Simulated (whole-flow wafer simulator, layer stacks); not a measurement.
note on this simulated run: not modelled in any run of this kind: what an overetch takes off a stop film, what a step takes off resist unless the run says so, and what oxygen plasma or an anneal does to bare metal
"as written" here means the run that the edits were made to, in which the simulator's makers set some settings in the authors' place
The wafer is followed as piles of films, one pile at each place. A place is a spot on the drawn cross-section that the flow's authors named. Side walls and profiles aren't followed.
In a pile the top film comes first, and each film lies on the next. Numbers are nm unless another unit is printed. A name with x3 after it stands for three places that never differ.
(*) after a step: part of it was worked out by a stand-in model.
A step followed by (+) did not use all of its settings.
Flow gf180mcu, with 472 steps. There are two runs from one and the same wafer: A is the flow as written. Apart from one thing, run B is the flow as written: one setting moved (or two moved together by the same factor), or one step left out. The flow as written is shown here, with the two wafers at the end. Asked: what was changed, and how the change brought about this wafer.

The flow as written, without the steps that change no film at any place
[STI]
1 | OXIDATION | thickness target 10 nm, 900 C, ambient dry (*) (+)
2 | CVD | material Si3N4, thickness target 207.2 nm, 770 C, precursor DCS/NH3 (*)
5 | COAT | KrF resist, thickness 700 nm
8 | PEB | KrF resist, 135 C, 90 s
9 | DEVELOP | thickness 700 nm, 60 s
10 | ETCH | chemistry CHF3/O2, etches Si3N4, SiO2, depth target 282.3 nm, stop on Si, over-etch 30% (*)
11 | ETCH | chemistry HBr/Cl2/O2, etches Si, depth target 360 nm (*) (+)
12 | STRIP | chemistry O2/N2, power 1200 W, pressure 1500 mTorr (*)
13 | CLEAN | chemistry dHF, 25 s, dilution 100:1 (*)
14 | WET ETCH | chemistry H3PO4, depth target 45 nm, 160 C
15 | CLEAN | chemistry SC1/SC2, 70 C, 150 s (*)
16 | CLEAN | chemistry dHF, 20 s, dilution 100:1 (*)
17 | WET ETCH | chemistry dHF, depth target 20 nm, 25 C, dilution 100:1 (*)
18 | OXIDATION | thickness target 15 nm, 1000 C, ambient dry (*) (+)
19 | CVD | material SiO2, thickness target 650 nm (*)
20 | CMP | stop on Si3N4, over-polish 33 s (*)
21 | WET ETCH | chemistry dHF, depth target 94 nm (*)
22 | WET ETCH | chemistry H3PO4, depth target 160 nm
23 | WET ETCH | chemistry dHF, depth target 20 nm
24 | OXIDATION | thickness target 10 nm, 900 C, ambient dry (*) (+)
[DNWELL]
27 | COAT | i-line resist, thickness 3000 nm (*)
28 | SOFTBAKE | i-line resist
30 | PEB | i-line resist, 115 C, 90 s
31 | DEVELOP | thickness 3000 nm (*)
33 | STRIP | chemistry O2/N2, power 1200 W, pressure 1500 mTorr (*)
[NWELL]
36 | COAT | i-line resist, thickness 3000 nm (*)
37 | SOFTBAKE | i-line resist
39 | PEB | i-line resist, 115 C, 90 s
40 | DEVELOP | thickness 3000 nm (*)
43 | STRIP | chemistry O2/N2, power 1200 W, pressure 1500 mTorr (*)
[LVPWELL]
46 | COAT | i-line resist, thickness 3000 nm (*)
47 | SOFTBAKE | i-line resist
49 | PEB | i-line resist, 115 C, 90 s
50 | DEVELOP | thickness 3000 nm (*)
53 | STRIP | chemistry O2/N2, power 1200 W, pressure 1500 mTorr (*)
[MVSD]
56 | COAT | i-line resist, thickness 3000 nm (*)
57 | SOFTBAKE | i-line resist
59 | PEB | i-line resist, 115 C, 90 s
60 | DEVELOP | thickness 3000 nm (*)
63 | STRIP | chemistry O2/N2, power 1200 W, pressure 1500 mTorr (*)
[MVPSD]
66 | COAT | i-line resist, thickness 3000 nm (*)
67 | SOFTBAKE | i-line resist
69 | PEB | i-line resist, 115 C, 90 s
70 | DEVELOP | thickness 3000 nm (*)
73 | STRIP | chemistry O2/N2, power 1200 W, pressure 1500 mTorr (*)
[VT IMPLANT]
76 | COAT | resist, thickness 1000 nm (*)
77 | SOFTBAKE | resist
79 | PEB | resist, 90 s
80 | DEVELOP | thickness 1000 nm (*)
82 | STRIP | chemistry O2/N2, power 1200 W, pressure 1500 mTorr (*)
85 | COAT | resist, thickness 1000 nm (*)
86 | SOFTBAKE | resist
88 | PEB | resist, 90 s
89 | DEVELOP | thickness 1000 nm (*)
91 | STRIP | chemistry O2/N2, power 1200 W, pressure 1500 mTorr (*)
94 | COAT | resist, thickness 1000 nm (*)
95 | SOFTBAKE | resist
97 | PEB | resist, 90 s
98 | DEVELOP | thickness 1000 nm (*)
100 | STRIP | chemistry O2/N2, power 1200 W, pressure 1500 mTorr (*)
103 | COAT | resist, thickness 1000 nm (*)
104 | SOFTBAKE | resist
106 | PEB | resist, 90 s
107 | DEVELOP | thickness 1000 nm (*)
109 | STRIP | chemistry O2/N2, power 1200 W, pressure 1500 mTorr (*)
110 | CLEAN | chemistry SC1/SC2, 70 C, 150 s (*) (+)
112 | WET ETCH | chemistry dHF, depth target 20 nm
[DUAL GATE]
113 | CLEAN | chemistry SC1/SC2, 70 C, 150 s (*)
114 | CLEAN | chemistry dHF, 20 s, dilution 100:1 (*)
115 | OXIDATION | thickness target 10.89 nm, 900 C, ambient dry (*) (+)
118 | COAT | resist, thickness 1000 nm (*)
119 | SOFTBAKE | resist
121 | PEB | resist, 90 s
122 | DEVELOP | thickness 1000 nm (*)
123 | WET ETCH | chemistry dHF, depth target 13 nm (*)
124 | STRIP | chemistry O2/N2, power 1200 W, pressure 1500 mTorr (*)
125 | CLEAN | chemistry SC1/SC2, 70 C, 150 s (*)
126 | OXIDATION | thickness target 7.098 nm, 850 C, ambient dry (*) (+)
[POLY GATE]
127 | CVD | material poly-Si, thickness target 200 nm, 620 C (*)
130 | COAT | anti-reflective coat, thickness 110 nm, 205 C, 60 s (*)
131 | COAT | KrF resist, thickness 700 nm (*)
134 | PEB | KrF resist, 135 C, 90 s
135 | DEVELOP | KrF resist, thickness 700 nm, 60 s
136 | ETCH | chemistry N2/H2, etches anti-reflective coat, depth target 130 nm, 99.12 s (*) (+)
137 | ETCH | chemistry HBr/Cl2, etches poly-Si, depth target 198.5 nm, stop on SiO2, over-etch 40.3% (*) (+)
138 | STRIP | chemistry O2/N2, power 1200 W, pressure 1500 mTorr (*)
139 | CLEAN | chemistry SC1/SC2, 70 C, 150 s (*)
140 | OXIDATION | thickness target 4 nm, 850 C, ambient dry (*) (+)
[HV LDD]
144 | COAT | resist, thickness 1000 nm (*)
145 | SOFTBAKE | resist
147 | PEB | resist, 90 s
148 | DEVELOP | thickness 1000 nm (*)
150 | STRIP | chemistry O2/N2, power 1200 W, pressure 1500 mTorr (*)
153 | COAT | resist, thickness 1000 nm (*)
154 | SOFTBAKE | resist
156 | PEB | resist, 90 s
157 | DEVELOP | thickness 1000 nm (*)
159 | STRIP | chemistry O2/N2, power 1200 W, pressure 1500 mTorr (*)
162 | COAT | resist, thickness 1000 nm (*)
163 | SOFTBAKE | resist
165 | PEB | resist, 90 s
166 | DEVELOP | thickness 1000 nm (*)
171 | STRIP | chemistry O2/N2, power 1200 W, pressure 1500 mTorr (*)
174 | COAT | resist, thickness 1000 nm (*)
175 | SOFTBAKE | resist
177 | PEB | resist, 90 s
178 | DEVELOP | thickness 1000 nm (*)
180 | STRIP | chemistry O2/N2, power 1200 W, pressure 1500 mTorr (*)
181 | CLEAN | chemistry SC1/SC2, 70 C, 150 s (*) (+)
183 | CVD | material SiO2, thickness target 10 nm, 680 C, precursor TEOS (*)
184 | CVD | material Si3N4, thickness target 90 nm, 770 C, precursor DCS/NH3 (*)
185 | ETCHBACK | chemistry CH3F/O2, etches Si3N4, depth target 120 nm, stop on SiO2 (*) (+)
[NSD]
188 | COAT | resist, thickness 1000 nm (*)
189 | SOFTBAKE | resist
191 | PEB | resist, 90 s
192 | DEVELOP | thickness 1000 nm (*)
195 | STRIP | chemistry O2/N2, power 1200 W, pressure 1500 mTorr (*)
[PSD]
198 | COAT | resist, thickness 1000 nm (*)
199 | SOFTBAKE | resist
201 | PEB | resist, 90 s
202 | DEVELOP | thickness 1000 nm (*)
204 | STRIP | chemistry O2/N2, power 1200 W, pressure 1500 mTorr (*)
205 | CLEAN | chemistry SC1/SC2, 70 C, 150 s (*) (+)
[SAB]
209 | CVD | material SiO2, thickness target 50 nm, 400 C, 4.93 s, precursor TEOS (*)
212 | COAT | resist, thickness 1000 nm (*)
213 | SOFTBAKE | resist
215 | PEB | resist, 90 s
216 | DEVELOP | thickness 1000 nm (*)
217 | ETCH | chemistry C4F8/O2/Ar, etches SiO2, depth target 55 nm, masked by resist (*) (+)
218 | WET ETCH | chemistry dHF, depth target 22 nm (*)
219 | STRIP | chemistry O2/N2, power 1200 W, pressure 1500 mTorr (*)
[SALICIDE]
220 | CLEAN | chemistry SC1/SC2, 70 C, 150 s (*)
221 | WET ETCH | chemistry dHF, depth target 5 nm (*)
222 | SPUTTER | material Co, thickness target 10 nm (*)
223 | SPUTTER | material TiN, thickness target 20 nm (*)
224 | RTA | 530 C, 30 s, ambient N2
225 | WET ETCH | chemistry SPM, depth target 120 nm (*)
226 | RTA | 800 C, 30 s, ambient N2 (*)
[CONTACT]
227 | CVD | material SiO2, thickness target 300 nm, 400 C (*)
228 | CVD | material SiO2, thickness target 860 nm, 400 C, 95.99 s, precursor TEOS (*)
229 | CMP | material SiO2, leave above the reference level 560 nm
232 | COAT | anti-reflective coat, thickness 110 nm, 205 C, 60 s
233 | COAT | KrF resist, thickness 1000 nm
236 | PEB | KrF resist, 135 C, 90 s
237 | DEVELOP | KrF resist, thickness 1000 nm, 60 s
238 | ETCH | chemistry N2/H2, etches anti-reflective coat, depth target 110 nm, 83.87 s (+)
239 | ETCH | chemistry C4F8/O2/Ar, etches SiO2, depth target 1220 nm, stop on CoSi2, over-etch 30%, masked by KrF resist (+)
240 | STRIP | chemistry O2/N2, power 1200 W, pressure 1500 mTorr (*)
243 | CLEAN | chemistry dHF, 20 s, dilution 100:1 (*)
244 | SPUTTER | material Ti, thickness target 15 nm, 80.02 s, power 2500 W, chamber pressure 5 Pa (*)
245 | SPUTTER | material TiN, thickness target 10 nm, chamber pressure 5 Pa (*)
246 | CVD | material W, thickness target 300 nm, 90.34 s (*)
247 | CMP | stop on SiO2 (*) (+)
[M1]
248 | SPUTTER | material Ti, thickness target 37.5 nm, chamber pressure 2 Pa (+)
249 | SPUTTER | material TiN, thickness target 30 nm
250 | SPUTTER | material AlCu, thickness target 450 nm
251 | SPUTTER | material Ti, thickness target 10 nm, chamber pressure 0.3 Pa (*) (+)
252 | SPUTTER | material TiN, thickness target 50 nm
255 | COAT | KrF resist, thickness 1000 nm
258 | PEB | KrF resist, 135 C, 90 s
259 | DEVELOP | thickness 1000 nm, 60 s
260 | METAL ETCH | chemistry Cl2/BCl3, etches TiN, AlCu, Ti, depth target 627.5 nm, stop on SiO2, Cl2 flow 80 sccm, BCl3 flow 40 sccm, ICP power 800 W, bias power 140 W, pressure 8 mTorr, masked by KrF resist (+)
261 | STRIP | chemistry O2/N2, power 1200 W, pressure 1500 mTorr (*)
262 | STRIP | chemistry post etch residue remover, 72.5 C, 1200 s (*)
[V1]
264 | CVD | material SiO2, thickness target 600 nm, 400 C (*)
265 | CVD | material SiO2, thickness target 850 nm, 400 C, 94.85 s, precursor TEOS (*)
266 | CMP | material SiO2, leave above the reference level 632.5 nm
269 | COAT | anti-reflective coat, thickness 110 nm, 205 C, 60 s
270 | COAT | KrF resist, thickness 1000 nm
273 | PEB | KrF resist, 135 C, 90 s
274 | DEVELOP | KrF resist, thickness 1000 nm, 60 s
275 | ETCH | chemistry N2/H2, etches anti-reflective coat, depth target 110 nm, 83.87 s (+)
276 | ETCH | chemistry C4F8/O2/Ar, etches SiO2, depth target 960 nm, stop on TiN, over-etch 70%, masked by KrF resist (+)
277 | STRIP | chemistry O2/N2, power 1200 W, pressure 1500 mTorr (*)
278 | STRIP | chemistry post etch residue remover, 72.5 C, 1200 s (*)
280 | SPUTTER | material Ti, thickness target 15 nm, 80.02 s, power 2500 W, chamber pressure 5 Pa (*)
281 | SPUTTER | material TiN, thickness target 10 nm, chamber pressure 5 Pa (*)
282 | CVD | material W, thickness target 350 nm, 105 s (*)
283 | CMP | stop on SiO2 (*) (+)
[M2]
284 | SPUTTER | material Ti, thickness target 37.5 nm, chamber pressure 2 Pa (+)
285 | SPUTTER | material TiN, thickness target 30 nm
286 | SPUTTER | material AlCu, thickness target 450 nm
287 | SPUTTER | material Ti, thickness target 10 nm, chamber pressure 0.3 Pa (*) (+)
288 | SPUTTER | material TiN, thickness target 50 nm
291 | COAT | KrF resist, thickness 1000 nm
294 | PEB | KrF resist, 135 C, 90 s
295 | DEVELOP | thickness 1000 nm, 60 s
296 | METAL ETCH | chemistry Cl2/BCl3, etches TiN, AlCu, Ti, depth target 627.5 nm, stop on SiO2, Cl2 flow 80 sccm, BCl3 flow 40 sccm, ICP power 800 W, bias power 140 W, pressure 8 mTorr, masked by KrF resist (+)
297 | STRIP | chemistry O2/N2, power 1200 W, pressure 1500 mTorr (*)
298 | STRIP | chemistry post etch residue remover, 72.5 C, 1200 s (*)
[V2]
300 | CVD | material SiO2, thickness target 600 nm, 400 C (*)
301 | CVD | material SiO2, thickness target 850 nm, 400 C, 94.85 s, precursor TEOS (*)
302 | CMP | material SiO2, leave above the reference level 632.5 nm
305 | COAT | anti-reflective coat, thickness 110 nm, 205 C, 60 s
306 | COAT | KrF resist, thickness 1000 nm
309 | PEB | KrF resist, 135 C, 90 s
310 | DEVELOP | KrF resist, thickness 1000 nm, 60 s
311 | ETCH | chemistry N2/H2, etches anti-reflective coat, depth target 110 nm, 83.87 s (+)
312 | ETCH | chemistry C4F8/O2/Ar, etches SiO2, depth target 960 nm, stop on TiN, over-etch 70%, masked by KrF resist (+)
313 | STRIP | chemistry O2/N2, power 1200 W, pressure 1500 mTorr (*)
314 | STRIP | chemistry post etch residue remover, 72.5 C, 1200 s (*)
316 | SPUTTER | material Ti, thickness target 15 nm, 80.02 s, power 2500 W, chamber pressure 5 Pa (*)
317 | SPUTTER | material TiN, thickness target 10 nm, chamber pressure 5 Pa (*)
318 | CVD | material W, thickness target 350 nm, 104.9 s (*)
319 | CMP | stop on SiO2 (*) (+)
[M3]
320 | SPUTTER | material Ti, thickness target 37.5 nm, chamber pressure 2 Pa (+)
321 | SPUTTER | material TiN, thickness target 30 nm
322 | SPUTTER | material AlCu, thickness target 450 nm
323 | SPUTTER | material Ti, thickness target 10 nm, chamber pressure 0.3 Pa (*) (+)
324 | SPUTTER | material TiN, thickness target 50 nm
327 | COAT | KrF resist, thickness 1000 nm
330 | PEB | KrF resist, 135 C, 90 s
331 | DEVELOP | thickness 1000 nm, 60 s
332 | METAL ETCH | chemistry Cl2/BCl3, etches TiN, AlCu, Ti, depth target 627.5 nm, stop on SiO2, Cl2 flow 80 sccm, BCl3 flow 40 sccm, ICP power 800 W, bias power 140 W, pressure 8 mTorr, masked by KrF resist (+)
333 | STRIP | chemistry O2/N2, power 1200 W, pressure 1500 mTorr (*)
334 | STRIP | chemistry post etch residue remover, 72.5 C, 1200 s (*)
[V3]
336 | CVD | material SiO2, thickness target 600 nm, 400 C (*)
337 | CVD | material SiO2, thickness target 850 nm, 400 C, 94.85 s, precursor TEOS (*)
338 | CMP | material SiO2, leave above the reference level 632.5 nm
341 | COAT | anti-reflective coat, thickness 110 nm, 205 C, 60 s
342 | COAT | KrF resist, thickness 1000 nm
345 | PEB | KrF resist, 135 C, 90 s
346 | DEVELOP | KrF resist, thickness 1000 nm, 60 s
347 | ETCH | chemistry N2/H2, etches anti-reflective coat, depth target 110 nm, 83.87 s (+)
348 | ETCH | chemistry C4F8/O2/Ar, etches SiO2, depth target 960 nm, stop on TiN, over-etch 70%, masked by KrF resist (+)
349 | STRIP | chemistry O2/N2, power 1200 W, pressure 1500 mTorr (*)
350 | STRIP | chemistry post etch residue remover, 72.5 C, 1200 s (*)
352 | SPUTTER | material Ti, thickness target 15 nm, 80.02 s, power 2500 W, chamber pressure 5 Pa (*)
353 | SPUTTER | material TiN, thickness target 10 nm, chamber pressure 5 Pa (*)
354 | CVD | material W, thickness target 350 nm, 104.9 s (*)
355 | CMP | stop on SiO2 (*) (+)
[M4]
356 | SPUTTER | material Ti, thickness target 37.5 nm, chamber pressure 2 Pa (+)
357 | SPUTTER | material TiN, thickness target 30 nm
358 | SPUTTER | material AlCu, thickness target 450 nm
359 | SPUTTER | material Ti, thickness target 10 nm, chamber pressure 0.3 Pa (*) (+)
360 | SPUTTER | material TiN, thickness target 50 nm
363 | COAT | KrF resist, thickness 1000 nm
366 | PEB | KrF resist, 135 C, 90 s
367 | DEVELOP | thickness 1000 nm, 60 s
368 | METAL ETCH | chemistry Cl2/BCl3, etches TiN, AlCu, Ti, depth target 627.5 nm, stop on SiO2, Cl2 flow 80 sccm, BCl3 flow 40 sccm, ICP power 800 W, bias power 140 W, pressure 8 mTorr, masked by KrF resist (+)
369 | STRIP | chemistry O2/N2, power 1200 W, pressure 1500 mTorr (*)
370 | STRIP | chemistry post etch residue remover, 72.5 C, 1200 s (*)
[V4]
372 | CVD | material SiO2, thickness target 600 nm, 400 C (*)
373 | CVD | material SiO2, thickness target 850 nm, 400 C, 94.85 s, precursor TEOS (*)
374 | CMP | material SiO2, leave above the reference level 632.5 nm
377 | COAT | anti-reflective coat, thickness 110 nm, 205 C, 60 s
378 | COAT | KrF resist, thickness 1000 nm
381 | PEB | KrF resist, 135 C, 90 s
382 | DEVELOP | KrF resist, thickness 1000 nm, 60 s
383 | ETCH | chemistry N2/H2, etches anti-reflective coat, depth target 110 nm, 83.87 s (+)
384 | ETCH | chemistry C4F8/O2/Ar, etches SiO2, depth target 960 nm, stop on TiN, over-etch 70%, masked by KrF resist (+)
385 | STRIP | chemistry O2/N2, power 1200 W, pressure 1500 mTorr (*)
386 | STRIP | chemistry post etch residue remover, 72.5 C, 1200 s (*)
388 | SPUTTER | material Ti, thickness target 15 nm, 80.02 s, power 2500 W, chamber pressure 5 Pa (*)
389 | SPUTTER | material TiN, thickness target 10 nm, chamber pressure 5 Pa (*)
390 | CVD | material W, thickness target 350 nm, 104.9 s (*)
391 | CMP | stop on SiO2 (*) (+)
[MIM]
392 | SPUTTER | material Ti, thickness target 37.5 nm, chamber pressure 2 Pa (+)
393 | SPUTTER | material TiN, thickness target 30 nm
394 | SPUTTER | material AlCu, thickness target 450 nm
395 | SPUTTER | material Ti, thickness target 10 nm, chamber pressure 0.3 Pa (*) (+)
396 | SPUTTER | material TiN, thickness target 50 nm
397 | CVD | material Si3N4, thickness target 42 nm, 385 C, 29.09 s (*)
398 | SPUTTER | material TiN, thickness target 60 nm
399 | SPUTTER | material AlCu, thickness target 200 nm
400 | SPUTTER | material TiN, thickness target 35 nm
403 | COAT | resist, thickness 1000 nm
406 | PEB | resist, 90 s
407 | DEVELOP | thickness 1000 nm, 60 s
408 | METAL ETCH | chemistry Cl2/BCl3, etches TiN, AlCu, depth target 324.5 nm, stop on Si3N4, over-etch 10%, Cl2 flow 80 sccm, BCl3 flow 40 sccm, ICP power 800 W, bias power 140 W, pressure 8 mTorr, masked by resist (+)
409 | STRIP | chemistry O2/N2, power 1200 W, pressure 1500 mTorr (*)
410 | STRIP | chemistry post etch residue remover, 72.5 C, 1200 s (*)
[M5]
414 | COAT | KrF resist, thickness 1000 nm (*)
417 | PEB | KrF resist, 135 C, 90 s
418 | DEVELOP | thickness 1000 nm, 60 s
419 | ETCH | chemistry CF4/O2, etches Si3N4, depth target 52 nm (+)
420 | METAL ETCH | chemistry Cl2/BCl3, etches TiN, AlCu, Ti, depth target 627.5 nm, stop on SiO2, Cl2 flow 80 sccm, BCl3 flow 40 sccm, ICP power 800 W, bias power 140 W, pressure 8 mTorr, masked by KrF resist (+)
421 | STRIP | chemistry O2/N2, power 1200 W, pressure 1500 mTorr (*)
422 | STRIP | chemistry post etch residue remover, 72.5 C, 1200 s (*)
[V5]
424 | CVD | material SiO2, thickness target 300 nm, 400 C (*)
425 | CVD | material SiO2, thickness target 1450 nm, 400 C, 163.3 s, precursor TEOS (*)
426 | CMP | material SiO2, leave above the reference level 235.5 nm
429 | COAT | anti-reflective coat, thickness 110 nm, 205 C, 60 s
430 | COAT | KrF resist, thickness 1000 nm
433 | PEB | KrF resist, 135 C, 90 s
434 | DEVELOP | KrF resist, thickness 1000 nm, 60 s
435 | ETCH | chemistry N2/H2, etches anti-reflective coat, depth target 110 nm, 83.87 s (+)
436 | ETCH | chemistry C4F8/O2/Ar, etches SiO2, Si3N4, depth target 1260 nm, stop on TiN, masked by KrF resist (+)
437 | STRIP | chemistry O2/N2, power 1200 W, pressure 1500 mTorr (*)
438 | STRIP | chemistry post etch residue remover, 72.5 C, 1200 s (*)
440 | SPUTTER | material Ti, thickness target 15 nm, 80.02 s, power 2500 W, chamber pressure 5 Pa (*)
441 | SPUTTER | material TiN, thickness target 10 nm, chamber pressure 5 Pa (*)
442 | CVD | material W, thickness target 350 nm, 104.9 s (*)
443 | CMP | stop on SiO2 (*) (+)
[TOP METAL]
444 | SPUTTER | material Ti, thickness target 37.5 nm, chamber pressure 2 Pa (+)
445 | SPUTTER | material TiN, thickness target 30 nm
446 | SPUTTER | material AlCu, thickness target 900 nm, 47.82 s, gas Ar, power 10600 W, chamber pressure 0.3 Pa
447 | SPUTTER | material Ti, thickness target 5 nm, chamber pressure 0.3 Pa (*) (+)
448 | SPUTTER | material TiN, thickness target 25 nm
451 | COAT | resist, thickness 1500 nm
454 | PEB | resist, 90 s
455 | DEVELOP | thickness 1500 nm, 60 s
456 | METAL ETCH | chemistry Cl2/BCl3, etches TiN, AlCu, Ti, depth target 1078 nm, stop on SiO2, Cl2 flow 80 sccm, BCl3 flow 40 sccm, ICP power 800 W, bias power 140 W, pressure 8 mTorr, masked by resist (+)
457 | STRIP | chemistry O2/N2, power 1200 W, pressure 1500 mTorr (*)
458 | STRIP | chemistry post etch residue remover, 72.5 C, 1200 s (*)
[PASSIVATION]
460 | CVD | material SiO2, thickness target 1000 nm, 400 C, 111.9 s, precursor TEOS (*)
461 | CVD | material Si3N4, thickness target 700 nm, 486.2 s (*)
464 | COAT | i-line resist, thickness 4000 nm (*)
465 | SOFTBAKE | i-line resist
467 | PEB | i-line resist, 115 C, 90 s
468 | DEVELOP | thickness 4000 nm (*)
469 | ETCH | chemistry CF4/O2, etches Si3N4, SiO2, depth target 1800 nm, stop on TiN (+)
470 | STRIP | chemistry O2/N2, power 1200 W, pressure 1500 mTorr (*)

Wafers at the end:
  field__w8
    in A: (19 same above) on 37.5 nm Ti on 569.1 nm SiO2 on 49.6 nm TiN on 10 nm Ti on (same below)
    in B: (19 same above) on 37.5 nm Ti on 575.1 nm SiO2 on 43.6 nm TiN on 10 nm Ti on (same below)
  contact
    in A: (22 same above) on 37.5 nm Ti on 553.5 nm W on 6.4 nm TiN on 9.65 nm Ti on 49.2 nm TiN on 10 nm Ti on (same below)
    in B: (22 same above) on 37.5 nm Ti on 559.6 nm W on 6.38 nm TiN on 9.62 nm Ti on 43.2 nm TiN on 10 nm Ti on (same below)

What caused this: step 324, SPUTTER: thickness target 44 nm was run, though the flow has thickness target 50 nm.

How this came from the change, step by step:
  324 | SPUTTER | material TiN, thickness target 50 nm
      field, field__w1, field__w2 and 108 more: A TiN gains 50 (new film) | B TiN gains 44 (new film)
  332 | METAL ETCH | chemistry Cl2/BCl3, etches TiN, AlCu, Ti, depth target 627.5 nm, stop on SiO2, Cl2 flow 80 sccm, BCl3 flow 40 sccm, ICP power 800 W, bias power 140 W, pressure 8 mTorr, masked by KrF resist (+)
      field, field__w1, field__w2 and 103 more: A TiN loses 50 (all of it), Ti loses 10 (all of it), AlCu loses 450 (all of it), TiN loses 30 (all of it), Ti loses 37.5 (all of it) | B TiN loses 44 (all of it), Ti loses 10 (all of it), AlCu loses 450 (all of it), TiN loses 30 (all of it), Ti loses 37.5 (all of it)
